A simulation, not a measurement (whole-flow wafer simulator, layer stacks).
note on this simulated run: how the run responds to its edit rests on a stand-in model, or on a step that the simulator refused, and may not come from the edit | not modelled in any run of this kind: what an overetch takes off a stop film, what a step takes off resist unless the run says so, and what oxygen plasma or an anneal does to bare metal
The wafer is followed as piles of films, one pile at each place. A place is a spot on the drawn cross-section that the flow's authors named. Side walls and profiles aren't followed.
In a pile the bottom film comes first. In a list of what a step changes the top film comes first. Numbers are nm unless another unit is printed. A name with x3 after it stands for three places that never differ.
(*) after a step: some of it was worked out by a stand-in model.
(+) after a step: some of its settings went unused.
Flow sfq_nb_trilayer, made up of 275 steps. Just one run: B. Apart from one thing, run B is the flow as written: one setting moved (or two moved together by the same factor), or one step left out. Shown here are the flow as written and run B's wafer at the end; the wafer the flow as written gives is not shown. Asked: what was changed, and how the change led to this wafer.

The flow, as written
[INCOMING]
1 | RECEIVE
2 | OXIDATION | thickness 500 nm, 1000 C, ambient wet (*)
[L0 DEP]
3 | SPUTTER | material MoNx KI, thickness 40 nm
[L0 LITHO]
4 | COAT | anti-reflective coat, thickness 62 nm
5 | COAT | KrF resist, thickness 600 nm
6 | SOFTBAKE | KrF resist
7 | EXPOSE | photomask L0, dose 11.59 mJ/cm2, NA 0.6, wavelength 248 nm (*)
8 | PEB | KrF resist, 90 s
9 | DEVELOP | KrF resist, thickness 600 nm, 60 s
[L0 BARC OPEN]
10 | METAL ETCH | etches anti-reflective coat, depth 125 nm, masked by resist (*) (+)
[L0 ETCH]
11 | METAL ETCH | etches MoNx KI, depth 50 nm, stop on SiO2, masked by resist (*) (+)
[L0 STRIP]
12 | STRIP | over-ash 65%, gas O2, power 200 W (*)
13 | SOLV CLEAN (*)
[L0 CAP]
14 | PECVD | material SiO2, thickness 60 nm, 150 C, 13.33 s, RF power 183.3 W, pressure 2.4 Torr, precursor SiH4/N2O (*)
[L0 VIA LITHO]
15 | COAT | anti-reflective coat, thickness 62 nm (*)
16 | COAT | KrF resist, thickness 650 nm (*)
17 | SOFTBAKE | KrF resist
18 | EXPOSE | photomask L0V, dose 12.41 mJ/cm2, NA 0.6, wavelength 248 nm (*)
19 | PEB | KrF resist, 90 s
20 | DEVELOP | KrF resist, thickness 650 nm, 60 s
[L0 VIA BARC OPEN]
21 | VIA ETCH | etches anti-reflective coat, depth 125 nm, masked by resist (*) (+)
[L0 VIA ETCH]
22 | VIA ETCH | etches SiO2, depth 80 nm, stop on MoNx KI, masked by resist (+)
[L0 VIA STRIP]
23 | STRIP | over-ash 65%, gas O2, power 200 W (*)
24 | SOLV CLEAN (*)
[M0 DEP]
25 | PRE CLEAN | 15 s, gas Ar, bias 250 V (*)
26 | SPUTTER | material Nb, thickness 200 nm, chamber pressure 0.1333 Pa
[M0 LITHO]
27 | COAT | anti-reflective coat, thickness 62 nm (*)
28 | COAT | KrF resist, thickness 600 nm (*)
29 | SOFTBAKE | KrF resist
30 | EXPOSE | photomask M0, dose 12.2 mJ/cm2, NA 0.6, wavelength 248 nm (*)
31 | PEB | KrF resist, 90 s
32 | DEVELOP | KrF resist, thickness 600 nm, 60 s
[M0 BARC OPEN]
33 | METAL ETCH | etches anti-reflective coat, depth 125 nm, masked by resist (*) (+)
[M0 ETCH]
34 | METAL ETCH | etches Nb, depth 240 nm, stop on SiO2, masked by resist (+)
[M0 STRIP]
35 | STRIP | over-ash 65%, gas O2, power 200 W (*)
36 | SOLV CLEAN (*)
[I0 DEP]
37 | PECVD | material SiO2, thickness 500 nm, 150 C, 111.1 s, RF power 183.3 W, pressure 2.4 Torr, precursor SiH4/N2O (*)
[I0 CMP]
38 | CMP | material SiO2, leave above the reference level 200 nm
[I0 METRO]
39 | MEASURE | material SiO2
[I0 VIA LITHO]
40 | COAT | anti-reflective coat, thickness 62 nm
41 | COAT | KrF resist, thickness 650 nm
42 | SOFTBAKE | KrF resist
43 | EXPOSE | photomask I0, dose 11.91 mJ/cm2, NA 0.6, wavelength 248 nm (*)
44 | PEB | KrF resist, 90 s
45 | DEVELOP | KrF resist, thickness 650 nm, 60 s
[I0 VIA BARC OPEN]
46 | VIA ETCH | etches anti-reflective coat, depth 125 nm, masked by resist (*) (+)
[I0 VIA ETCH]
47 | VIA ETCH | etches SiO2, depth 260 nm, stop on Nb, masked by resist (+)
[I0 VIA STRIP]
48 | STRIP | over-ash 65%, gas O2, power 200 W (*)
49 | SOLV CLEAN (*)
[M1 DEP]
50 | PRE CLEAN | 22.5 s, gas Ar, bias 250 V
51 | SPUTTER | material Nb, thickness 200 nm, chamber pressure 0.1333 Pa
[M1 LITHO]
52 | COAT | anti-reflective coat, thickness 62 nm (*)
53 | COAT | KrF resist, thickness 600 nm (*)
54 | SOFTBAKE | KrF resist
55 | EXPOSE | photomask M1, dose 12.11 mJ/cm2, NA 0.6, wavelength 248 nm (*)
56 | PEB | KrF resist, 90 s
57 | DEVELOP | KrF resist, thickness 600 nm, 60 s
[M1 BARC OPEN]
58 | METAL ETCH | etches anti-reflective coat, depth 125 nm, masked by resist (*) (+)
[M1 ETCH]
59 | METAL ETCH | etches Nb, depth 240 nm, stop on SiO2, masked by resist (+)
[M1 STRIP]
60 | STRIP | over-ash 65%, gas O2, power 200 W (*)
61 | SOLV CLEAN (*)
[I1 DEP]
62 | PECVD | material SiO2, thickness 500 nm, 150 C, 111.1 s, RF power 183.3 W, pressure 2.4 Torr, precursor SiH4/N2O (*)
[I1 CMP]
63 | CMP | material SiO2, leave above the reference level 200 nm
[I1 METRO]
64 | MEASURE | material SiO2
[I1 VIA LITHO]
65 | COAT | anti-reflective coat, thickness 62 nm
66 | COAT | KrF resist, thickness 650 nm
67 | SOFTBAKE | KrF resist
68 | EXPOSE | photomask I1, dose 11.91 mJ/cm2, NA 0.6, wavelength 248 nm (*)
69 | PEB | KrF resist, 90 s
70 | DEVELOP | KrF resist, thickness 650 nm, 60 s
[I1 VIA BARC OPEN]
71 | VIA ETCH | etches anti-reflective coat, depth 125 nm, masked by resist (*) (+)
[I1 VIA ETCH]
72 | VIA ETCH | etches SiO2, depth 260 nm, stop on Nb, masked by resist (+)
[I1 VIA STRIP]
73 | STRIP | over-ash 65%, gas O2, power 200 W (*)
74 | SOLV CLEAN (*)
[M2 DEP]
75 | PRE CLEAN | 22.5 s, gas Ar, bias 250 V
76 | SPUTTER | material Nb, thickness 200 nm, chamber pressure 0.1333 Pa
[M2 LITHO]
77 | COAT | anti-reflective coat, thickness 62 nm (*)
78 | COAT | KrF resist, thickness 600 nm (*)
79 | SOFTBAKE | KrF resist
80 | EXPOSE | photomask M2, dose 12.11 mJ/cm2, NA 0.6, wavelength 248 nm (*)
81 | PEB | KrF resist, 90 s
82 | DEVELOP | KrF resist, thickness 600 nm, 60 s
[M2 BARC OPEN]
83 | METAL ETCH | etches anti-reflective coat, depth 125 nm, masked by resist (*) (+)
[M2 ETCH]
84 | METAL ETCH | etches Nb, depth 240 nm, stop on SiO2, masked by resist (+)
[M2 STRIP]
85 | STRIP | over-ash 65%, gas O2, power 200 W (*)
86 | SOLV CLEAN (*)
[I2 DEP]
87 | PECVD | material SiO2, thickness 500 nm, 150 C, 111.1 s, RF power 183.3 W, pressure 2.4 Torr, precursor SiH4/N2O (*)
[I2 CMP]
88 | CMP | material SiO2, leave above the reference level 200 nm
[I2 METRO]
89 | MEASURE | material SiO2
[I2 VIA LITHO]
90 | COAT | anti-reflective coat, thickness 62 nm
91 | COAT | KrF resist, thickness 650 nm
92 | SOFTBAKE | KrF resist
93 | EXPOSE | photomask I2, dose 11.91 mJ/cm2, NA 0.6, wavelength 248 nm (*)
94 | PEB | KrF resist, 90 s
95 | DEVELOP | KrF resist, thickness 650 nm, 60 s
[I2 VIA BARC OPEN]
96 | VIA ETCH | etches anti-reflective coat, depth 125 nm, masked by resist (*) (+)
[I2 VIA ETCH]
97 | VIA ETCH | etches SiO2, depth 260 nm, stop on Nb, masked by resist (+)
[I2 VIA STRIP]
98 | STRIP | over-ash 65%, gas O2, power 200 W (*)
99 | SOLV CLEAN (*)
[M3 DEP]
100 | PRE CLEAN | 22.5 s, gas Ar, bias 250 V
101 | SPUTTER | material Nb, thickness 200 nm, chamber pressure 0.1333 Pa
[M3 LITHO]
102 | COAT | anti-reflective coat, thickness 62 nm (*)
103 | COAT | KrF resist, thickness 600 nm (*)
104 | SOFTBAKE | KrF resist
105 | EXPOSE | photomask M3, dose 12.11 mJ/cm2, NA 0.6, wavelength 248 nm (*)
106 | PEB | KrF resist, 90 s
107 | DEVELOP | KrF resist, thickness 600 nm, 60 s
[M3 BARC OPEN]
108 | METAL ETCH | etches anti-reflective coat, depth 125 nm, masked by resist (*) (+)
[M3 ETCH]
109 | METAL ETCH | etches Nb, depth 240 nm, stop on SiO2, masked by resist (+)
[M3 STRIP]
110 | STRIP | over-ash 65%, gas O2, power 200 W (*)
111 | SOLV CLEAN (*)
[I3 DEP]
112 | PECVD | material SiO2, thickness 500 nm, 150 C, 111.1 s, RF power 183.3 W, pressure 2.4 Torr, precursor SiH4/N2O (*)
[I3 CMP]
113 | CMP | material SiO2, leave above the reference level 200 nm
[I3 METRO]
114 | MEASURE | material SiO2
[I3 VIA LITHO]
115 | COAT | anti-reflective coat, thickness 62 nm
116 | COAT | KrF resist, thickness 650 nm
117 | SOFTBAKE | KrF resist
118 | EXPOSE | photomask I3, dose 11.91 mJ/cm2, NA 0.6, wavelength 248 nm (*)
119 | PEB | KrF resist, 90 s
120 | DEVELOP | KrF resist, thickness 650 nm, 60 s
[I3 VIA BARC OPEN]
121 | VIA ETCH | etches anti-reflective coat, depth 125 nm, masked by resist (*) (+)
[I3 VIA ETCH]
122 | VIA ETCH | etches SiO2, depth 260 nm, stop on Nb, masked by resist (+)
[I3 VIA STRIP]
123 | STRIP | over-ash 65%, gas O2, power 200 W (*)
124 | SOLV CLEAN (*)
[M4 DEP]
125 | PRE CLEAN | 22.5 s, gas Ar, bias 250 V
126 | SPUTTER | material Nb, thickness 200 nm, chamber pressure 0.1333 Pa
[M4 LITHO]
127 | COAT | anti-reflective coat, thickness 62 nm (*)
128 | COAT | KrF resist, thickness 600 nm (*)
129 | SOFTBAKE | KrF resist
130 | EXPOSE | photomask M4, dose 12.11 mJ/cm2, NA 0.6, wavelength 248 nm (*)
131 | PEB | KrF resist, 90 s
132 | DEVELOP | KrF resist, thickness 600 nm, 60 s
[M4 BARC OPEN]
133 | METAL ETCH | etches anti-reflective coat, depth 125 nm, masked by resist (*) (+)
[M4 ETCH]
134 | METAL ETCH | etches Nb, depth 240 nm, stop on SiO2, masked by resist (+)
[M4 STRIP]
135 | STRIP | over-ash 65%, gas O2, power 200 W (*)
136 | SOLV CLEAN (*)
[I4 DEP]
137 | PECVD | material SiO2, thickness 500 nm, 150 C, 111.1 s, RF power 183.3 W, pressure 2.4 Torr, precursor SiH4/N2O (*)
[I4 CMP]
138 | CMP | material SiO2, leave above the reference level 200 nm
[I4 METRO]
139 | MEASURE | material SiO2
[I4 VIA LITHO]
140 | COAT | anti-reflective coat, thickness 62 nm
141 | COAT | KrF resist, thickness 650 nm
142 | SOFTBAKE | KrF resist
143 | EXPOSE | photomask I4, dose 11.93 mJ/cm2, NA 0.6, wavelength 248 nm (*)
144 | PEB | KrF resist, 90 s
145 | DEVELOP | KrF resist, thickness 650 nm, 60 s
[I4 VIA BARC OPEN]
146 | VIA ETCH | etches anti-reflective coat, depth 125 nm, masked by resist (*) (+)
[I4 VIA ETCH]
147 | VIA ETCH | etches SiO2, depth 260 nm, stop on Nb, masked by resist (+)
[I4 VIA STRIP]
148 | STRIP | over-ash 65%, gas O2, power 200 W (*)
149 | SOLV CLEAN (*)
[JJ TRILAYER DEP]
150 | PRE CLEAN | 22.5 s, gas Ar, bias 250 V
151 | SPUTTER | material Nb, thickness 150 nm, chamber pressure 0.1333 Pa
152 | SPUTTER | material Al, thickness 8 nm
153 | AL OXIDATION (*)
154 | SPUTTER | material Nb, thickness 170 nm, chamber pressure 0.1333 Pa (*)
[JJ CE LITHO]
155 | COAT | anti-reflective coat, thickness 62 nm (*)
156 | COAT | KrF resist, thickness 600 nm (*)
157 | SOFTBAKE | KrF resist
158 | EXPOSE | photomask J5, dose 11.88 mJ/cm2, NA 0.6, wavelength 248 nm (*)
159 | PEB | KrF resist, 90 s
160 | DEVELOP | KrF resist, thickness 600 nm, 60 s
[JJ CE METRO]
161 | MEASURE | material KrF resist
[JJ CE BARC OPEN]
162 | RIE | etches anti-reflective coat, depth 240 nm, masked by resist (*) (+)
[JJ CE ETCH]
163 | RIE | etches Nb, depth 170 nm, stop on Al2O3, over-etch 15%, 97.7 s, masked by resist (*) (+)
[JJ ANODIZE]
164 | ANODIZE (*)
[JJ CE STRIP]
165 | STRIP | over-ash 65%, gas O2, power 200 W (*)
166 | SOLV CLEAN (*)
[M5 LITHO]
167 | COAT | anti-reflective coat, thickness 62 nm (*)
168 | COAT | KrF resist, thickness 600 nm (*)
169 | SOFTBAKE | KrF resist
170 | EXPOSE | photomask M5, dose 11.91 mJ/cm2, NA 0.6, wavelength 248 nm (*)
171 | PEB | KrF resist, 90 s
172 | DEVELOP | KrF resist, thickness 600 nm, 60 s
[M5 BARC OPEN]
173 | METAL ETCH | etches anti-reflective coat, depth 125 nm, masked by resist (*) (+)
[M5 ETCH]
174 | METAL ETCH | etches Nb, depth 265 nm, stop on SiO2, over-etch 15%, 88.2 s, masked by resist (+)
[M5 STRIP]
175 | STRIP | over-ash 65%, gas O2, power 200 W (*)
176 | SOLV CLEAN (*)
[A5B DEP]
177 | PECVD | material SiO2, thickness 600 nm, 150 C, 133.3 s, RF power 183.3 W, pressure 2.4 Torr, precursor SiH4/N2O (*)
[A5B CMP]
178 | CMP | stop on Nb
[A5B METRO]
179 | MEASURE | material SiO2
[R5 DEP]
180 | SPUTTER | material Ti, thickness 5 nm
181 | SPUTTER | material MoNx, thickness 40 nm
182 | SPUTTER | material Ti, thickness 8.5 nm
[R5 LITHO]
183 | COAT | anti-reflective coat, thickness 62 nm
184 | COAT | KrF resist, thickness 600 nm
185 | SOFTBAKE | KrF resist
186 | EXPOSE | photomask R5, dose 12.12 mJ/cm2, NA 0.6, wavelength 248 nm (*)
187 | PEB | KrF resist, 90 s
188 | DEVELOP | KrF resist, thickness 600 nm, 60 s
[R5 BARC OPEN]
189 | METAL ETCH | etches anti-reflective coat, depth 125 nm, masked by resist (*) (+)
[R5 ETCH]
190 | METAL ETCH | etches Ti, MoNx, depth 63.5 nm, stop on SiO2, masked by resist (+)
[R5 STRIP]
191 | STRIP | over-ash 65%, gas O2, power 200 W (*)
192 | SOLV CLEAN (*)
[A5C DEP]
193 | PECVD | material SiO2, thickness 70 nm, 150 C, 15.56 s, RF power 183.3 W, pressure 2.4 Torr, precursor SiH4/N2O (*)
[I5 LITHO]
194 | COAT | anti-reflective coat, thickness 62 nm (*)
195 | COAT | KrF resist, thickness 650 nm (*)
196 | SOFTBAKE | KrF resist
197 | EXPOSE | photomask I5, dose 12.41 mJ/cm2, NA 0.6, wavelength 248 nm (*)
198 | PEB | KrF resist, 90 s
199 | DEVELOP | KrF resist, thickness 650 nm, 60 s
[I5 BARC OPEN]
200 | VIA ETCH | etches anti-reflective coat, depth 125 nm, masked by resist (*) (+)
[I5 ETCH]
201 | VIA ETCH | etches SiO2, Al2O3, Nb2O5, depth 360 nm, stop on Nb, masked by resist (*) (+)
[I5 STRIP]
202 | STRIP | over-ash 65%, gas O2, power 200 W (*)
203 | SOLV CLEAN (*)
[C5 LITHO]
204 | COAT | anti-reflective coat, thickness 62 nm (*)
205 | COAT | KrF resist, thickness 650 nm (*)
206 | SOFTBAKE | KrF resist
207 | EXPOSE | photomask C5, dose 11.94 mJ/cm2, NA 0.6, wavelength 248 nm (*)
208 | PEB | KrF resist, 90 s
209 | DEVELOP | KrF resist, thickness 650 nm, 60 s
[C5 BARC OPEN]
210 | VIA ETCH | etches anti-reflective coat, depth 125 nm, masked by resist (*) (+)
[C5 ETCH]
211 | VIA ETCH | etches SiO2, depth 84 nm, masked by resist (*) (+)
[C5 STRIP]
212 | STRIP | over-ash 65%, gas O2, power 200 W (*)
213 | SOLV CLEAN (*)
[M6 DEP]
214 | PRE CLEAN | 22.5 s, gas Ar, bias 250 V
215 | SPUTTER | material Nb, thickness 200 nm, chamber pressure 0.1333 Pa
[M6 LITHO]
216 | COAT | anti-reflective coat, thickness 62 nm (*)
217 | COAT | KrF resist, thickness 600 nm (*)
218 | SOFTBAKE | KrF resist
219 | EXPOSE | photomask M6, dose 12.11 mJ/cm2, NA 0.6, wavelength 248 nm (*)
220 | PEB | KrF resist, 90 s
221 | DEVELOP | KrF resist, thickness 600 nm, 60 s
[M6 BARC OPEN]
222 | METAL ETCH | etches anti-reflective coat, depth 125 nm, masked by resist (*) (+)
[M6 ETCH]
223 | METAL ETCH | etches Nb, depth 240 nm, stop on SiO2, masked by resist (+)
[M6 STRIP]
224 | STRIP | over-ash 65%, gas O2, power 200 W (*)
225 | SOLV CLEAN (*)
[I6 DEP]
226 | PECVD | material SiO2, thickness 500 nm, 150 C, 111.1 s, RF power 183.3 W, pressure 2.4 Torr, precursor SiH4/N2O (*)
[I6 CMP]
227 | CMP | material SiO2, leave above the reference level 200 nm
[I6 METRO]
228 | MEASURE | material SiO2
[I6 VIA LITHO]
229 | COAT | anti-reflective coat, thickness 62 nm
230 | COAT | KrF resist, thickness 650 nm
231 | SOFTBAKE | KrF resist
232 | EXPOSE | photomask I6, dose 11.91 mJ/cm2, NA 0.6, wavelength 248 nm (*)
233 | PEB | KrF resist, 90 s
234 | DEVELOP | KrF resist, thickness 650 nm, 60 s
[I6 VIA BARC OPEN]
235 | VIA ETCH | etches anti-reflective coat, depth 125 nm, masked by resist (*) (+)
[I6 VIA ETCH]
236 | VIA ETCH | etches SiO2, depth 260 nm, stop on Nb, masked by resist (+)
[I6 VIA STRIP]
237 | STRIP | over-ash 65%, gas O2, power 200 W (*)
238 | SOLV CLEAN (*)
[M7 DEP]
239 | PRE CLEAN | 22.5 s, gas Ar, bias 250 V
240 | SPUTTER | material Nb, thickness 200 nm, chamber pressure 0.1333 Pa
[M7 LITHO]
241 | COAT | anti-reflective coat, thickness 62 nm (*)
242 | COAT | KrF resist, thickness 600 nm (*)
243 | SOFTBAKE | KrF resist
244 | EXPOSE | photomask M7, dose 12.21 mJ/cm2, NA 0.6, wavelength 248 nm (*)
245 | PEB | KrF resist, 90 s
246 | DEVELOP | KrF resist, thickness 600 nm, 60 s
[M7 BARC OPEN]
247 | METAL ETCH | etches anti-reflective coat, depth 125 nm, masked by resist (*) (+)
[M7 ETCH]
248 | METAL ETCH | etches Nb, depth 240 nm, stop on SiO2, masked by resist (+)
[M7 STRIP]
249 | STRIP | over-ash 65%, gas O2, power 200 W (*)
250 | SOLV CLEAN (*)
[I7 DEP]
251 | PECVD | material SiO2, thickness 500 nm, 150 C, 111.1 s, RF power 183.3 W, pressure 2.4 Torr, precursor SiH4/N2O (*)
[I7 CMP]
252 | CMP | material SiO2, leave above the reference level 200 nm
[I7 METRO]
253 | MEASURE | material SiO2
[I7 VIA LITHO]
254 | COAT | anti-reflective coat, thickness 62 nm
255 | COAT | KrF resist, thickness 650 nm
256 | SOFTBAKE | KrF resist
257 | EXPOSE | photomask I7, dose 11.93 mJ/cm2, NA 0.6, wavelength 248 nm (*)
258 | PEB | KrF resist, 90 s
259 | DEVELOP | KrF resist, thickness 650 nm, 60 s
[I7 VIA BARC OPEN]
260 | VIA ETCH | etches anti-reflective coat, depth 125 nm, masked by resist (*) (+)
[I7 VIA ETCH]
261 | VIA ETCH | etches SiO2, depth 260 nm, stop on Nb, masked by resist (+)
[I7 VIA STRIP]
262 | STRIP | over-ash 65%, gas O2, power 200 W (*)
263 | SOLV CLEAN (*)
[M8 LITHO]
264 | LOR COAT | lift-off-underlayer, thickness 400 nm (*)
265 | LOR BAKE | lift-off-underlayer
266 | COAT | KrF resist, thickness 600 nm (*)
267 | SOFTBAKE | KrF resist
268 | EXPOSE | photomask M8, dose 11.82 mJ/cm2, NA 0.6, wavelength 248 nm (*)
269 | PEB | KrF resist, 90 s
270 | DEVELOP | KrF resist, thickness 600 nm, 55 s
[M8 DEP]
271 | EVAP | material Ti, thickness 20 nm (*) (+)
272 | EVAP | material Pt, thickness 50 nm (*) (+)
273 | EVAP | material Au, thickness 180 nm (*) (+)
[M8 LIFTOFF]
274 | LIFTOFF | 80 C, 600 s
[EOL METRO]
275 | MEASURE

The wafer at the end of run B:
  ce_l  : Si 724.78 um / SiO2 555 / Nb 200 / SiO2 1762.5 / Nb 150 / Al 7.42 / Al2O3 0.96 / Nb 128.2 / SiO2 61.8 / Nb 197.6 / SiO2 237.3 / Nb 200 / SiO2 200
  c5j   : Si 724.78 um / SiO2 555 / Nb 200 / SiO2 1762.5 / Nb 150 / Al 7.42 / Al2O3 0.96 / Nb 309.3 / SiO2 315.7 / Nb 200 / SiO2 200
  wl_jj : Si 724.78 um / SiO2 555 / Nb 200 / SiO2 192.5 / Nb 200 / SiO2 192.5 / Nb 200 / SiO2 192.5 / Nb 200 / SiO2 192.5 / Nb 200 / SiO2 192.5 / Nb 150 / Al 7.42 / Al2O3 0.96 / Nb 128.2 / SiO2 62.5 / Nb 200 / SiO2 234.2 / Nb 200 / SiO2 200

What caused this: step 190, METAL ETCH: depth 95.25 nm was run, whereas the flow has depth 63.5 nm.

Step by step, how the change led to this:
  190 | METAL ETCH | etches Ti, MoNx, depth 63.5 nm, stop on SiO2, masked by resist (+)
      be_r, r_sur, res, r_end, r5r_line_l, r5r_line_c, r5r_line_r: -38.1 KrF resist (as written it would have been: -25.4 KrF resist)
      ce_l, c5j, ce_r, wl_jj: -8.5 Ti (all of it), -40 MoNx (all of it), -5 Ti (all of it), -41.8 Nb (as written it would have been: -8.5 Ti (all of it), -40 MoNx (all of it), -5 Ti (all of it), -10 Nb)
  191 | STRIP | over-ash 65%, gas O2, power 200 W (*)
      be_r, r_sur, res, r_end, r5r_line_l, r5r_line_c, r5r_line_r: -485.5 KrF resist (all of it), -62 anti-reflective coat (all of it) (as written it would have been: -498.2 KrF resist (all of it), -62 anti-reflective coat (all of it))
  194 | COAT | anti-reflective coat, thickness 62 nm (*)
      wl_j_sl, wl_j_sr: +55.4 anti-reflective coat (new film) (as written it would have been: +60.2 anti-reflective coat (new film))
      jj_sur: +55.8 anti-reflective coat (new film) (as written it would have been: +60.8 anti-reflective coat (new film))
      (also at 5 further places)
  195 | COAT | KrF resist, thickness 650 nm (*)
      c5j: +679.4 KrF resist (new film) (as written it would have been: +662.7 KrF resist (new film))
      wl_jj: +670.4 KrF resist (new film) (as written it would have been: +654.8 KrF resist (new film))
  202 | STRIP | over-ash 65%, gas O2, power 200 W (*)
      wl_j_sl, wl_j_sr: -333.1 KrF resist (all of it), -55.4 anti-reflective coat (all of it) (as written it would have been: -333.3 KrF resist (all of it), -60.2 anti-reflective coat (all of it))
      jj_sur: -337.4 KrF resist (all of it), -55.8 anti-reflective coat (all of it) (as written it would have been: -337.2 KrF resist (all of it), -60.8 anti-reflective coat (all of it))
      (also at 5 further places)
  204 | COAT | anti-reflective coat, thickness 62 nm (*)
      wl_j_sl, wl_j_sr: +55.4 anti-reflective coat (new film) (as written it would have been: +60.2 anti-reflective coat (new film))
      jj_sur: +54.6 anti-reflective coat (new film) (as written it would have been: +59.5 anti-reflective coat (new film))
      (also at 5 further places)
  205 | COAT | KrF resist, thickness 650 nm (*)
      c5j: +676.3 KrF resist (new film) (as written it would have been: +659.4 KrF resist (new film))
      wl_jj: +670.4 KrF resist (new film) (as written it would have been: +654.8 KrF resist (new film))
  209 | DEVELOP | KrF resist, thickness 650 nm, 60 s
      c5j: -674.8 KrF resist (all of it) (as written it would have been: -658.1 KrF resist (all of it))
  210 | VIA ETCH | etches anti-reflective coat, depth 125 nm, masked by resist (*) (+)
      c5j: -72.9 anti-reflective coat (all of it), -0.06 SiO2 (as written it would have been: -63.9 anti-reflective coat (all of it), -0.11 SiO2)
  212 | STRIP | over-ash 65%, gas O2, power 200 W (*)
      wl_j_sl, wl_j_sr: -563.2 KrF resist (all of it), -55.4 anti-reflective coat (all of it) (as written it would have been: -563.4 KrF resist (all of it), -60.2 anti-reflective coat (all of it))
      jj_sur: -562.1 KrF resist (all of it), -54.6 anti-reflective coat (all of it) (as written it would have been: -562 KrF resist (all of it), -59.5 anti-reflective coat (all of it))
      (also at 4 further places)
  216 | COAT | anti-reflective coat, thickness 62 nm (*)
      wl_j_sl, wl_j_sr: +55.5 anti-reflective coat (new film) (as written it would have been: +60.2 anti-reflective coat (new film))
      jj_sur: +51 anti-reflective coat (new film) (as written it would have been: +56.1 anti-reflective coat (new film))
      (also at 5 further places)
  217 | COAT | KrF resist, thickness 600 nm (*)
      ce_l: +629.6 KrF resist (new film) (as written it would have been: +614.7 KrF resist (new film))
      c5j: +653.3 KrF resist (new film) (as written it would have been: +636 KrF resist (new film))
      (also at 2 further places)
  224 | STRIP | over-ash 65%, gas O2, power 200 W (*)
      wl_j_sl, wl_j_sr: -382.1 KrF resist (all of it), -55.5 anti-reflective coat (all of it) (as written it would have been: -382.5 KrF resist (all of it), -60.2 anti-reflective coat (all of it))
      jj_sur: -378.2 KrF resist (all of it), -51 anti-reflective coat (all of it) (as written it would have been: -378.5 KrF resist (all of it), -56.1 anti-reflective coat (all of it))
      (also at 5 further places)
  227 | CMP | material SiO2, leave above the reference level 200 nm
      ce_l, ce_r: -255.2 SiO2 (as written it would have been: -290 SiO2)
      c5j: -188.2 SiO2 (as written it would have been: -223 SiO2)
      (also at 1 further place)
